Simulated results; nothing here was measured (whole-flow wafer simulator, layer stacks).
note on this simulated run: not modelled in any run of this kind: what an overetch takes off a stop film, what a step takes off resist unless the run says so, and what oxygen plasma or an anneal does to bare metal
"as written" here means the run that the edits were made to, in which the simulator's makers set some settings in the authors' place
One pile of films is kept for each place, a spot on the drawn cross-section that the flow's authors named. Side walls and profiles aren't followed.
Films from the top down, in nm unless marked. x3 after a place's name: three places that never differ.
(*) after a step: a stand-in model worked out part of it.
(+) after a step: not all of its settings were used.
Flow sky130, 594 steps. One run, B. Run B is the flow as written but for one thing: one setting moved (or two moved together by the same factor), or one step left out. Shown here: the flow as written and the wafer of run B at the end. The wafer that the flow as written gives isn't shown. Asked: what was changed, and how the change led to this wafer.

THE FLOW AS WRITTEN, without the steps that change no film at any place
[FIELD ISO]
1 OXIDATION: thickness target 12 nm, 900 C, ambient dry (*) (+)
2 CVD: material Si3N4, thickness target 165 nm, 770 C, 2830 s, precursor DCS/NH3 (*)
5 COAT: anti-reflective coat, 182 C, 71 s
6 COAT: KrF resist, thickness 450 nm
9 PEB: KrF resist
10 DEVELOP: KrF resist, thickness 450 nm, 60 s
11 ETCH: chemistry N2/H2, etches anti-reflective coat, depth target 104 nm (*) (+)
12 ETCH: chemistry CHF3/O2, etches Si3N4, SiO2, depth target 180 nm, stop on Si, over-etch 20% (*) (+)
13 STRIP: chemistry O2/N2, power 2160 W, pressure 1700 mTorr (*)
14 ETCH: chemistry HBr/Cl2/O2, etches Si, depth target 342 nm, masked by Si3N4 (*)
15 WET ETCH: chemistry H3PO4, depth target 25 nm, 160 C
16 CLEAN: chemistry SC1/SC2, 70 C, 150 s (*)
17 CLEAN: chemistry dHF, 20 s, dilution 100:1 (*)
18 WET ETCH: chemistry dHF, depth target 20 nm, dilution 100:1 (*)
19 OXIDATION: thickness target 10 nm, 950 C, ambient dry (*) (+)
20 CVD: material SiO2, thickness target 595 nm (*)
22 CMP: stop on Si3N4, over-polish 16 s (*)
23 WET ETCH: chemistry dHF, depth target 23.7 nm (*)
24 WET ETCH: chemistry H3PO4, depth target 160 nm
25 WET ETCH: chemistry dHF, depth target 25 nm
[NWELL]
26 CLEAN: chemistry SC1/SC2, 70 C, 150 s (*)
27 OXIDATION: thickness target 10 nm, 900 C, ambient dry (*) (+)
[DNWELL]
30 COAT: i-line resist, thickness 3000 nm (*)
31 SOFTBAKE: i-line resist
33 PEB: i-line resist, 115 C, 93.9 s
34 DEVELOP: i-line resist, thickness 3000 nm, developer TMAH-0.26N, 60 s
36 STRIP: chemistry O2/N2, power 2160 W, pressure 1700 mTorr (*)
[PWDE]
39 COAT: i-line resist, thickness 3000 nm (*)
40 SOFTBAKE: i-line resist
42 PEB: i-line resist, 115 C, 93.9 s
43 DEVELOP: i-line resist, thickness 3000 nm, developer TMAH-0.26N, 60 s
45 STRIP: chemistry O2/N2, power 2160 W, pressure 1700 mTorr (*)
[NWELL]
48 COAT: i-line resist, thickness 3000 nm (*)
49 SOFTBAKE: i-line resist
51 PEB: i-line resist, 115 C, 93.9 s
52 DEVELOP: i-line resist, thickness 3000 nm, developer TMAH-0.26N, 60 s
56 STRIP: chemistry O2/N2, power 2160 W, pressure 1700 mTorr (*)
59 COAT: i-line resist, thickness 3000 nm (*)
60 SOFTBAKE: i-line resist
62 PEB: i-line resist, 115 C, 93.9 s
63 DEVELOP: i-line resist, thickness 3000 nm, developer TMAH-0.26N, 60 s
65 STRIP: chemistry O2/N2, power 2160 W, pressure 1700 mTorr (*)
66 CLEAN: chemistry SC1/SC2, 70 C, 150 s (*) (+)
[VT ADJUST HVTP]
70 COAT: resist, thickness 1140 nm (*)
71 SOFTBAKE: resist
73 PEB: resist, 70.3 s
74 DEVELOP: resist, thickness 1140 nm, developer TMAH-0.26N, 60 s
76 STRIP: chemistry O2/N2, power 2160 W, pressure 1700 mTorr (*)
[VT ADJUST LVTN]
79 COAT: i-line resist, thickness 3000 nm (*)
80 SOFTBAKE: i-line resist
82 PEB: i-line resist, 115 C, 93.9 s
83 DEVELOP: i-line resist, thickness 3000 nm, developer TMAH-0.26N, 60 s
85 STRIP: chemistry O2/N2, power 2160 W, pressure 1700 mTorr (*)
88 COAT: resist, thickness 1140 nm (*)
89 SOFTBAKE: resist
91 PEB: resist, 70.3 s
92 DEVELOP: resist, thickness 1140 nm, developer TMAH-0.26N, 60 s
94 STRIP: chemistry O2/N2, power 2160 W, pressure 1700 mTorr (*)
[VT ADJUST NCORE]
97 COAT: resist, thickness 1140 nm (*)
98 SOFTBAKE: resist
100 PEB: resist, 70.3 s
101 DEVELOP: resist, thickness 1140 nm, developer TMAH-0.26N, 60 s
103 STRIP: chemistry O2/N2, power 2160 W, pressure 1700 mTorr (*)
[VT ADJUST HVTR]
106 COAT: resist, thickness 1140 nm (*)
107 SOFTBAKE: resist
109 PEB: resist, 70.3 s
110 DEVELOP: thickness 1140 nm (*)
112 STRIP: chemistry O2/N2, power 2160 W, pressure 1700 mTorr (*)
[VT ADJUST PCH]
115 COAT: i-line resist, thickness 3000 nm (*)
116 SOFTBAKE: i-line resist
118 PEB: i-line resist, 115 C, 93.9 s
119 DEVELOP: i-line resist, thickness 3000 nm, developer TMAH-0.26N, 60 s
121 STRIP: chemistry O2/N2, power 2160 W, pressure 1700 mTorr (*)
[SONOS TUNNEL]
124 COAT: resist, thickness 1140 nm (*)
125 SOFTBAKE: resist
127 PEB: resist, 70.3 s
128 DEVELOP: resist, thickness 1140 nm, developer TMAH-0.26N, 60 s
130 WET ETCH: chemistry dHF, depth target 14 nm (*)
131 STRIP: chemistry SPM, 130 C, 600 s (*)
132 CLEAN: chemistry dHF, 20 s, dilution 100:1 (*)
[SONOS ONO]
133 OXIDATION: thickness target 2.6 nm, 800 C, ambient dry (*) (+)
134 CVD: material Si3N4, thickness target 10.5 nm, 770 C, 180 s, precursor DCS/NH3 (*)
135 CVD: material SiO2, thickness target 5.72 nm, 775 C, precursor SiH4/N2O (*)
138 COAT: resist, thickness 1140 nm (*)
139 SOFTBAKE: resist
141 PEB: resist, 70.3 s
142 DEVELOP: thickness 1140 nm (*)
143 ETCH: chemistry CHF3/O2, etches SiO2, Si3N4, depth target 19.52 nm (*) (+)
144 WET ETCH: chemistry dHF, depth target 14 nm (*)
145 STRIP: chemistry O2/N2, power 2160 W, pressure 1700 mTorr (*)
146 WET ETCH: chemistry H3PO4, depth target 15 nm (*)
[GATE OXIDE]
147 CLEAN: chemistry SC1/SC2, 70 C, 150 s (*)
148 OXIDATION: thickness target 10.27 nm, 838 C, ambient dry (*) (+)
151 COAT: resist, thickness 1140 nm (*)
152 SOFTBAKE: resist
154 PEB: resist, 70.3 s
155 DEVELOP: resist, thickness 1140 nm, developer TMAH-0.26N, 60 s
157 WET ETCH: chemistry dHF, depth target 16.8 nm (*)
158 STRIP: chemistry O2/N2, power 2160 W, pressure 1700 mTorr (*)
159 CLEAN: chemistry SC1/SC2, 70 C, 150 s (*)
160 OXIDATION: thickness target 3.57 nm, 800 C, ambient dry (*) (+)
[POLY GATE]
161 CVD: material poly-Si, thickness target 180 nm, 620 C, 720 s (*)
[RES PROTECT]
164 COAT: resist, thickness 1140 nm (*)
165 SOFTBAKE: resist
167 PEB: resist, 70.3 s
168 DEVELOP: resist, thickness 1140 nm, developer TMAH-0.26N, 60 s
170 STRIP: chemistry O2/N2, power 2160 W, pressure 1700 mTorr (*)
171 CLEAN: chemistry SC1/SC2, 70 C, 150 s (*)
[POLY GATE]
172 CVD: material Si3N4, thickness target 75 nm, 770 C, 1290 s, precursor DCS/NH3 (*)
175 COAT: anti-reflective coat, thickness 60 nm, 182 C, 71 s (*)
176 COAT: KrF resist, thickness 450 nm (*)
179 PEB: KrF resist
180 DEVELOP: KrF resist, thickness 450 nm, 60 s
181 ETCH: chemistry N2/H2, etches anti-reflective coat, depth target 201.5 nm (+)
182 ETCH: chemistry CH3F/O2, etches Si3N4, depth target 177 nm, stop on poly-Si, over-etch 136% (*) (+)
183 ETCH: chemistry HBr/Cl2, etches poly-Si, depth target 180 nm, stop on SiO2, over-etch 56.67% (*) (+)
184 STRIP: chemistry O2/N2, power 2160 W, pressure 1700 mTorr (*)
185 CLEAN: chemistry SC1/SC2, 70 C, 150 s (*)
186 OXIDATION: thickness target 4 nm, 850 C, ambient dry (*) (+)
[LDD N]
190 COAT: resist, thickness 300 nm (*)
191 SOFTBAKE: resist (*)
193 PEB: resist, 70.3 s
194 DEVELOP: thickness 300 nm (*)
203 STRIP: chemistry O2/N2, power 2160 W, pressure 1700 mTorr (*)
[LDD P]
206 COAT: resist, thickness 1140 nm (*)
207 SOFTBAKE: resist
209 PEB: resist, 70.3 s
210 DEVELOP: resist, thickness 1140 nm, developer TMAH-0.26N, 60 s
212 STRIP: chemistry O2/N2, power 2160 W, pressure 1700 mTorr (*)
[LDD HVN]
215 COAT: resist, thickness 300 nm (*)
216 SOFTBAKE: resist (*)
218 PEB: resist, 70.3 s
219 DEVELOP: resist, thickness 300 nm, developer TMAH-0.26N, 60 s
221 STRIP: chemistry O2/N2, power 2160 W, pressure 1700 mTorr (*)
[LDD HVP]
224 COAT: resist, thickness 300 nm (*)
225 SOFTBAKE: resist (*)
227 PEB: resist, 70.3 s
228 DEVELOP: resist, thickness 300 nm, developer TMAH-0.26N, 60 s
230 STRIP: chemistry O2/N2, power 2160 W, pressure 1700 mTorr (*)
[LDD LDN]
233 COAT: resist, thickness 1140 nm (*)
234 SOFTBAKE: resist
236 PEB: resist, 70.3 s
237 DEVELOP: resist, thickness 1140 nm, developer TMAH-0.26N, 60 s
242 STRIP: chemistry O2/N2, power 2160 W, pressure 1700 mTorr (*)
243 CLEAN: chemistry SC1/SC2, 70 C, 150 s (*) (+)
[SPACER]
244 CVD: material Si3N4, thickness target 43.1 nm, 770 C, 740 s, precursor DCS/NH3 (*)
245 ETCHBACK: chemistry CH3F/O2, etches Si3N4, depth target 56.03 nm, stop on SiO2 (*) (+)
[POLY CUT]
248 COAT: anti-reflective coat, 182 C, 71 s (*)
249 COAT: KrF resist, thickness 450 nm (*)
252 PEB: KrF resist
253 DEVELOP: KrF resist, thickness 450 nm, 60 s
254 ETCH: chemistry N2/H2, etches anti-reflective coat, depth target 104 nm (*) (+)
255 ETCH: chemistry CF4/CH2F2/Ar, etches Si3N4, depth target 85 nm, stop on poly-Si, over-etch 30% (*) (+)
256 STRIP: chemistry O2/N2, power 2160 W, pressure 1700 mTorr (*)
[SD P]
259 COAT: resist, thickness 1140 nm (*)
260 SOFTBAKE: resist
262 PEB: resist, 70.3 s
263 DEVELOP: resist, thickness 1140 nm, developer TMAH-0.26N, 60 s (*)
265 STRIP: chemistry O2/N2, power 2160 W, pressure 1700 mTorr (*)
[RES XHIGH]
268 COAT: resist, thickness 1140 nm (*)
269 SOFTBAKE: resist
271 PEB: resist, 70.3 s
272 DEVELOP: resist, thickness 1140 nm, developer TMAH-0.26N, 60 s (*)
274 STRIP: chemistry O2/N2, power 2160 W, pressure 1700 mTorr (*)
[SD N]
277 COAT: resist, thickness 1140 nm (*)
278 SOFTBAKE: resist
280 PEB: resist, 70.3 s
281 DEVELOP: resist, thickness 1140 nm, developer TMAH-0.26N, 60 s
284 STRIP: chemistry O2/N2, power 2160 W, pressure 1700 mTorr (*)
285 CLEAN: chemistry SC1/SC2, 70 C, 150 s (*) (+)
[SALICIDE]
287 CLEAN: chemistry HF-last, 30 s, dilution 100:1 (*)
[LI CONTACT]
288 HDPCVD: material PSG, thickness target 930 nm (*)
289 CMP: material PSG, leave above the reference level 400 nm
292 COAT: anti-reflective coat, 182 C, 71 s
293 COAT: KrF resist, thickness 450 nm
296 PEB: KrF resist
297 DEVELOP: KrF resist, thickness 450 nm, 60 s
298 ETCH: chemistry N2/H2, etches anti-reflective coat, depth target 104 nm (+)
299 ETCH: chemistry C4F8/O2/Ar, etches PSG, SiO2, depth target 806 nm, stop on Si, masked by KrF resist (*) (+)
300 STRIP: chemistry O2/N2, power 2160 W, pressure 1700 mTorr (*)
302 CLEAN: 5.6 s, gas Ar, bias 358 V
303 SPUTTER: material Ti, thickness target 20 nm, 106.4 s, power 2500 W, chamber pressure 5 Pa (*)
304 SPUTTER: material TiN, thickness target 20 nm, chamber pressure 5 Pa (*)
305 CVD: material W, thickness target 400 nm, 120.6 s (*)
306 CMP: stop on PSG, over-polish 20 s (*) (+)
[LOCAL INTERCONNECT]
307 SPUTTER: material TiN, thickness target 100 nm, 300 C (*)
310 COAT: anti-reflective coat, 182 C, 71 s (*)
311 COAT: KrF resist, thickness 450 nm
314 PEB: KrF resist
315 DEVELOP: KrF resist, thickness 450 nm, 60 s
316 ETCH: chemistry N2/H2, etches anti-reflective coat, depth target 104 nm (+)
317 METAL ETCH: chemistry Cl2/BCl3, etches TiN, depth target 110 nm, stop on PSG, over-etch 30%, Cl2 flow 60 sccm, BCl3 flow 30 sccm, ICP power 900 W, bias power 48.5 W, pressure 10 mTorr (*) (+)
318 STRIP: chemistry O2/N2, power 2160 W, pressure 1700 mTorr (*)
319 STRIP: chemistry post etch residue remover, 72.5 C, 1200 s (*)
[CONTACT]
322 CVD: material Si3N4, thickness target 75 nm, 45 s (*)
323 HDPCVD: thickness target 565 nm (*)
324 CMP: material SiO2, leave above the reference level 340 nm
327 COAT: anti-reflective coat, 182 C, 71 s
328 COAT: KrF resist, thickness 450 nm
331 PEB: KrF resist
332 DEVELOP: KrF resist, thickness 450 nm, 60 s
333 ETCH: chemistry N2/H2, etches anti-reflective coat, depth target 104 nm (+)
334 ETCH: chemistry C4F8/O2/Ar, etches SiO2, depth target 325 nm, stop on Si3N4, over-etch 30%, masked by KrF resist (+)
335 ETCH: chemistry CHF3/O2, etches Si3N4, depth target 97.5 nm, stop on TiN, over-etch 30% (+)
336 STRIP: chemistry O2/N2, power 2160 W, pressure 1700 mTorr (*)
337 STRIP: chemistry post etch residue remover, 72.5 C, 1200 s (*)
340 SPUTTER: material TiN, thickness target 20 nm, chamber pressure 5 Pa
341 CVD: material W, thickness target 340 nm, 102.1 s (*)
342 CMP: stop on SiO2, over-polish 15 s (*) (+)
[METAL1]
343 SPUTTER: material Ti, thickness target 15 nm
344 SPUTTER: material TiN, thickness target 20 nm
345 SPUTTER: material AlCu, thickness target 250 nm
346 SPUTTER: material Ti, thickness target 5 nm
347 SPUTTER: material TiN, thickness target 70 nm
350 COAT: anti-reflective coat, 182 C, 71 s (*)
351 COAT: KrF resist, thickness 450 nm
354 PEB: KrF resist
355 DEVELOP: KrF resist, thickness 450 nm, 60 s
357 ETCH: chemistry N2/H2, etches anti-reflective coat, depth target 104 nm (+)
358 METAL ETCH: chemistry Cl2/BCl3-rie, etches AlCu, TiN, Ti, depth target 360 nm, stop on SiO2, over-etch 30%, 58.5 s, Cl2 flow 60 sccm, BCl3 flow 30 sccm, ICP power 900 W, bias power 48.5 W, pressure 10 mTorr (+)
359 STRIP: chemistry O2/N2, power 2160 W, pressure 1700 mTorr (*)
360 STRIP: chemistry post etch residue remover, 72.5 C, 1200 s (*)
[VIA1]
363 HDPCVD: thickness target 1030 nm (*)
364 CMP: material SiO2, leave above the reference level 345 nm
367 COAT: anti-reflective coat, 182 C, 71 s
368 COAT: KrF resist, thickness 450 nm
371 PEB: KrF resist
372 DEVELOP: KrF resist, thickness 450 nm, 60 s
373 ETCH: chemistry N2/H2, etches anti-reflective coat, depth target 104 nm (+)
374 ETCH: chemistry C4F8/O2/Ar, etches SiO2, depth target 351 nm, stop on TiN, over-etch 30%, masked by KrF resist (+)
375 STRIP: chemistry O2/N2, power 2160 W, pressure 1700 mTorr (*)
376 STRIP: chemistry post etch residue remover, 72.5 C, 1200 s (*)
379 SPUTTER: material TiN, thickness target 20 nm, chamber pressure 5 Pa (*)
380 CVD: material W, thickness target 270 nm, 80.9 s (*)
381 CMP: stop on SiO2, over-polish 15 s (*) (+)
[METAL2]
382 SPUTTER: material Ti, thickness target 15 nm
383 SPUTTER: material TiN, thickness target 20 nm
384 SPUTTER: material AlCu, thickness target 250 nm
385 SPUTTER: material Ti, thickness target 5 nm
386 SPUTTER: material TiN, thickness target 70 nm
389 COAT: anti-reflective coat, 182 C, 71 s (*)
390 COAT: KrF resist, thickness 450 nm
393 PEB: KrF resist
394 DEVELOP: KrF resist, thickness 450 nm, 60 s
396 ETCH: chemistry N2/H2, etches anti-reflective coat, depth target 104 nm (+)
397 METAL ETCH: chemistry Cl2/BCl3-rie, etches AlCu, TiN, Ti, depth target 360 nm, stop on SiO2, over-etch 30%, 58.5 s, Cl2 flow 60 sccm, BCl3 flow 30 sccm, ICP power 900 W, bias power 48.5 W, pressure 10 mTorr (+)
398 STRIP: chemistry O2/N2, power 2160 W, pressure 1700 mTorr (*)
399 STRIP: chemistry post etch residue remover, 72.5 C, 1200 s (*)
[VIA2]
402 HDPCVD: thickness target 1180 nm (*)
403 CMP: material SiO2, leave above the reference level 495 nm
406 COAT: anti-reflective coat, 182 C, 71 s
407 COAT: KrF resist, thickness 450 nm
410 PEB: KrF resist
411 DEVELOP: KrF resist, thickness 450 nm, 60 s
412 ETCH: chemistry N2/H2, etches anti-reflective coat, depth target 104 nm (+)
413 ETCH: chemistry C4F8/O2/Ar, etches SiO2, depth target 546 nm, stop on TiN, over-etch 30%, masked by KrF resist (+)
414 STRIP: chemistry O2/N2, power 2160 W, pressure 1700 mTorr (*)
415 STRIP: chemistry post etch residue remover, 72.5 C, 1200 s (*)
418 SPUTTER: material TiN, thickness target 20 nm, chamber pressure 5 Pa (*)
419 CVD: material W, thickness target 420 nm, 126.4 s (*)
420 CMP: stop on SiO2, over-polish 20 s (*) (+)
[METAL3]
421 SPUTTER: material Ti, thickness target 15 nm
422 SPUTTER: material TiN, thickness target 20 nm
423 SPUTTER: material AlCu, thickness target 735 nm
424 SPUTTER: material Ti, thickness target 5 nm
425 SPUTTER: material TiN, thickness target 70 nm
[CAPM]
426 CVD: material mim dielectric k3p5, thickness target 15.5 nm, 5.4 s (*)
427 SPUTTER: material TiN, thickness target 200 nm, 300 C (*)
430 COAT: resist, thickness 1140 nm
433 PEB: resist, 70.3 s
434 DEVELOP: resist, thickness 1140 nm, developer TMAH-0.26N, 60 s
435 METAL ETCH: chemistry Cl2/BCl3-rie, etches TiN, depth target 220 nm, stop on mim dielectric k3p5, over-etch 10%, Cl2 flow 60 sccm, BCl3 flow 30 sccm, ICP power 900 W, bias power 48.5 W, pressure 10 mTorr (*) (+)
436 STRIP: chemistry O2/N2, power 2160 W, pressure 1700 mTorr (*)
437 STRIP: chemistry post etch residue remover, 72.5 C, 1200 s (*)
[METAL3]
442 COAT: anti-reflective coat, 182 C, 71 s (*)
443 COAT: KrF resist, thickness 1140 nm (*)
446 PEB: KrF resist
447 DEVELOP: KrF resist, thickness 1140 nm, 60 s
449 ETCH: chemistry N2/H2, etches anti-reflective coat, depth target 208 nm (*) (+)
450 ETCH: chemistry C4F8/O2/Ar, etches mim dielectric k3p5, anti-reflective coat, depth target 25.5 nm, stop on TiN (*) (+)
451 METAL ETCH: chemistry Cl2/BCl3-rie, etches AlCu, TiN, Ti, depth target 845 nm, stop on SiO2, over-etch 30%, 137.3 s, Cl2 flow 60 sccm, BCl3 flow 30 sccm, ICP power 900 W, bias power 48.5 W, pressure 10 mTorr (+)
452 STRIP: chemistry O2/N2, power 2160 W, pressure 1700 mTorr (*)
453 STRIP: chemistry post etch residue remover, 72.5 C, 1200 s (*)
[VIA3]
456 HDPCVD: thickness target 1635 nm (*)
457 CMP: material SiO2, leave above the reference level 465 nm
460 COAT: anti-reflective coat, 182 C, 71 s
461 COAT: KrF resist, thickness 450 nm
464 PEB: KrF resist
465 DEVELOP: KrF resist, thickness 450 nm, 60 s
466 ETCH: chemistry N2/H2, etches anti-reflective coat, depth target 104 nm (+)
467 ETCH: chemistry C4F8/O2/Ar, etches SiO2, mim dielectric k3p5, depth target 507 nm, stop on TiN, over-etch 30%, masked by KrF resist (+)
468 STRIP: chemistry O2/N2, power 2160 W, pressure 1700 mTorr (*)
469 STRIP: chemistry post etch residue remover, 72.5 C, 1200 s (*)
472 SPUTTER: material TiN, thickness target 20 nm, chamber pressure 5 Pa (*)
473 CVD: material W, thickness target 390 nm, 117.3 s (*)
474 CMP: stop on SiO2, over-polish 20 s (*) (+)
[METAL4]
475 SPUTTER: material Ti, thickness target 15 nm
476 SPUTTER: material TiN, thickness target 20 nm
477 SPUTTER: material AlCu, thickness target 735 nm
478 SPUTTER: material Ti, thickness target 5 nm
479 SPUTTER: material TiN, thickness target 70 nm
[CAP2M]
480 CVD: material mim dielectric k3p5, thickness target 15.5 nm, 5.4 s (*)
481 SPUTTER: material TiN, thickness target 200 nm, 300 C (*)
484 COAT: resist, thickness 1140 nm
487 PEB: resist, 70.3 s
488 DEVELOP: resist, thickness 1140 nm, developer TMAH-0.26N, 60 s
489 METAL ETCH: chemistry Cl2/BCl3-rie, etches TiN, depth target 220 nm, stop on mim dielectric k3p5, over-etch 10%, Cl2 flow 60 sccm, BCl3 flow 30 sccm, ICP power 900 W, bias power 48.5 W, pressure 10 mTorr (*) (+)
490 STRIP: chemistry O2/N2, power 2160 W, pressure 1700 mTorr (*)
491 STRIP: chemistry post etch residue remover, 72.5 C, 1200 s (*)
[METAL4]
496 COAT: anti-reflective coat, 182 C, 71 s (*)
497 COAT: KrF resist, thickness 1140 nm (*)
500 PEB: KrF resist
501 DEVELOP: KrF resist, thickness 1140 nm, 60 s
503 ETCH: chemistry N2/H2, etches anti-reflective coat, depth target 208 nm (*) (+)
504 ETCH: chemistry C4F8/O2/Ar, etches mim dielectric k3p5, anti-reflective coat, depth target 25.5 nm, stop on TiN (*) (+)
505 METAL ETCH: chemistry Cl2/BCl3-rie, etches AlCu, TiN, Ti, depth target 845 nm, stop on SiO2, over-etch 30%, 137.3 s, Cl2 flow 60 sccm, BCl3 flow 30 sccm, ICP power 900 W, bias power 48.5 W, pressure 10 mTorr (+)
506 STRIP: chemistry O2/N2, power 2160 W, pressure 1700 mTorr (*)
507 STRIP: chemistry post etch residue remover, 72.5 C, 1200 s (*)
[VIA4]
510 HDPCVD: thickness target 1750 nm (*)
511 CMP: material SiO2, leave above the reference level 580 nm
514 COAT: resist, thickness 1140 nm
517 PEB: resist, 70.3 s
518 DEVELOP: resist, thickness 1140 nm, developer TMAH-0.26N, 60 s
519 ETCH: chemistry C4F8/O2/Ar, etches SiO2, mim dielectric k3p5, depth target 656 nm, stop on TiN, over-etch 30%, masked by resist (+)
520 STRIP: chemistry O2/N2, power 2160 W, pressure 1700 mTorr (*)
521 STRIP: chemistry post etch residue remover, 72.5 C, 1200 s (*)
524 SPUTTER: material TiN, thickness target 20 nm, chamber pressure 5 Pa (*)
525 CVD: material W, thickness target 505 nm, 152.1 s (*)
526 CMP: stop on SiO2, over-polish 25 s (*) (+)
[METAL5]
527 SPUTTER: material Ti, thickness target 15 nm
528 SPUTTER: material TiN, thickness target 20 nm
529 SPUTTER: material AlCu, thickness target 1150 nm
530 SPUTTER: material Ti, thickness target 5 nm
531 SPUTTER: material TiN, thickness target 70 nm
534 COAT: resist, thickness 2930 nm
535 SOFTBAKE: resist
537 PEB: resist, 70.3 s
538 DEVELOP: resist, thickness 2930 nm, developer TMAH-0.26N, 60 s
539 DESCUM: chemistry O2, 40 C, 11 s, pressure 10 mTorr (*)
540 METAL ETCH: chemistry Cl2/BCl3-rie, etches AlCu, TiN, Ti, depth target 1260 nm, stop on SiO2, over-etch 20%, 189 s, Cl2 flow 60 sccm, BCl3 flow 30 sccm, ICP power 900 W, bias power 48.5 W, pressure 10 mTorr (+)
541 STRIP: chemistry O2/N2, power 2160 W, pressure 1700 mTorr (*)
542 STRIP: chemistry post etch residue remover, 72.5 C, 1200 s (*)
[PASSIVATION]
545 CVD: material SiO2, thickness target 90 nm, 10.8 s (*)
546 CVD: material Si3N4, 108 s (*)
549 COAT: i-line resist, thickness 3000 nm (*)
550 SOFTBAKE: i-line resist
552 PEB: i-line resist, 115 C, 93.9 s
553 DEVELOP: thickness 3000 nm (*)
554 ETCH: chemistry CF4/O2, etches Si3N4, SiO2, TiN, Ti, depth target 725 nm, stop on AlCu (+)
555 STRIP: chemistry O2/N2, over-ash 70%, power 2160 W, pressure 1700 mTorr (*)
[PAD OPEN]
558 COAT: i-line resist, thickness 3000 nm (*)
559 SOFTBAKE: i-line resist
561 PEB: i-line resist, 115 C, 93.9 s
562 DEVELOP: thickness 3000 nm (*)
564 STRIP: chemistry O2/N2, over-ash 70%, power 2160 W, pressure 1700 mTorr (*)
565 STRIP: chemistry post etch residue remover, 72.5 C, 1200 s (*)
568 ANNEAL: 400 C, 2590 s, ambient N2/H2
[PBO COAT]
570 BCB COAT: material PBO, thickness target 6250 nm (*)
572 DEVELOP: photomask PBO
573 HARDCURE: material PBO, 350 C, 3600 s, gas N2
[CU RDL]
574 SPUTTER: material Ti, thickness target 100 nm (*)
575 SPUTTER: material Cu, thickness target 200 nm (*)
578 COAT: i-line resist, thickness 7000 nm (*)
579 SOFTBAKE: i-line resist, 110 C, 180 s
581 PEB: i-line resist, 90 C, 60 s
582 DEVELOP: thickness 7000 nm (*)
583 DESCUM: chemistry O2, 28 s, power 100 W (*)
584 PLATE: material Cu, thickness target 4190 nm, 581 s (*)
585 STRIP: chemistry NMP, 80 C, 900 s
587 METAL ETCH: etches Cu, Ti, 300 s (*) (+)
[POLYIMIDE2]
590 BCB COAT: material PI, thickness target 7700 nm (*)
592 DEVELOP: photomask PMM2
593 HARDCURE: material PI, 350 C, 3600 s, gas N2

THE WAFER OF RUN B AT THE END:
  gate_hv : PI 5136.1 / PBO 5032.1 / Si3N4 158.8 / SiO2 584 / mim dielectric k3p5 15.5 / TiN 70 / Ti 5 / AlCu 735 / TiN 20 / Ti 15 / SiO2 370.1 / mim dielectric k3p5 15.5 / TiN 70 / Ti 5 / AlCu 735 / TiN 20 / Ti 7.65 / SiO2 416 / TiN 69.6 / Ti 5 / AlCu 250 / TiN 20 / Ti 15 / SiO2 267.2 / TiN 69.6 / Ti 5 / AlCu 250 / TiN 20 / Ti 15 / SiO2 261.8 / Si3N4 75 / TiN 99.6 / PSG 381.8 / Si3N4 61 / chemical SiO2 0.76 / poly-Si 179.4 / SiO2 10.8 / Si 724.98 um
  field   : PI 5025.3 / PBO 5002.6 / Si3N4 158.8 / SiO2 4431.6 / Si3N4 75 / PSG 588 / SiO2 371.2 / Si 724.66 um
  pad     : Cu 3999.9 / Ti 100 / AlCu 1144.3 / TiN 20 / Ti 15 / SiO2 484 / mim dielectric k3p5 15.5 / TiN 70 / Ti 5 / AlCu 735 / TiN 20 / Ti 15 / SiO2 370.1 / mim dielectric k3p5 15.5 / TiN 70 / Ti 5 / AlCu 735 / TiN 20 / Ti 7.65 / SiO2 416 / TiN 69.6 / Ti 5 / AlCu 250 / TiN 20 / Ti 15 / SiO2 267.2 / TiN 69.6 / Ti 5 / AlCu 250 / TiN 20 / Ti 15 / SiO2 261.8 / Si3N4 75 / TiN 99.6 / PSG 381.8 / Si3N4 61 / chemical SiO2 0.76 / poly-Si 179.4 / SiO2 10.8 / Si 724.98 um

The cause: step 421, SPUTTER: thickness target 7.65 nm was run, where the flow has thickness target 15 nm.
It can be read off the wafer: gate_hv has Ti 7.65, and step 421 as written asks for 15 nm.

How the change led to this, step by step:
  421 SPUTTER: material Ti, thickness target 15 nm
      field, active, n_well and 188 more: Ti +7.65 (new film) (as written it would be: Ti +15 (new film))
  451 METAL ETCH: chemistry Cl2/BCl3-rie, etches AlCu, TiN, Ti, depth target 845 nm, stop on SiO2, over-etch 30%, 137.3 s, Cl2 flow 60 sccm, BCl3 flow 30 sccm, ICP power 900 W, bias power 48.5 W, pressure 10 mTorr (+)
      field, gate, spacer and 68 more: TiN -70 (all of it), Ti -5 (all of it), AlCu -735 (all of it), TiN -20 (all of it), Ti -7.65 (all of it), SiO2 -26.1 (as written it would be: TiN -70 (all of it), Ti -5 (all of it), AlCu -735 (all of it), TiN -20 (all of it), Ti -15 (all of it), SiO2 -25.4)
      active, vpp_ln, vpp_iso2 and 11 more: TiN -70 (all of it), Ti -5 (all of it), AlCu -735 (all of it), TiN -20 (all of it), Ti -7.65 (all of it), SiO2 -26.1 (as written it would be: TiN -70 (all of it), Ti -5 (all of it), AlCu -735 (all of it), TiN -20 (all of it), Ti -15 (all of it), SiO2 -25.3)
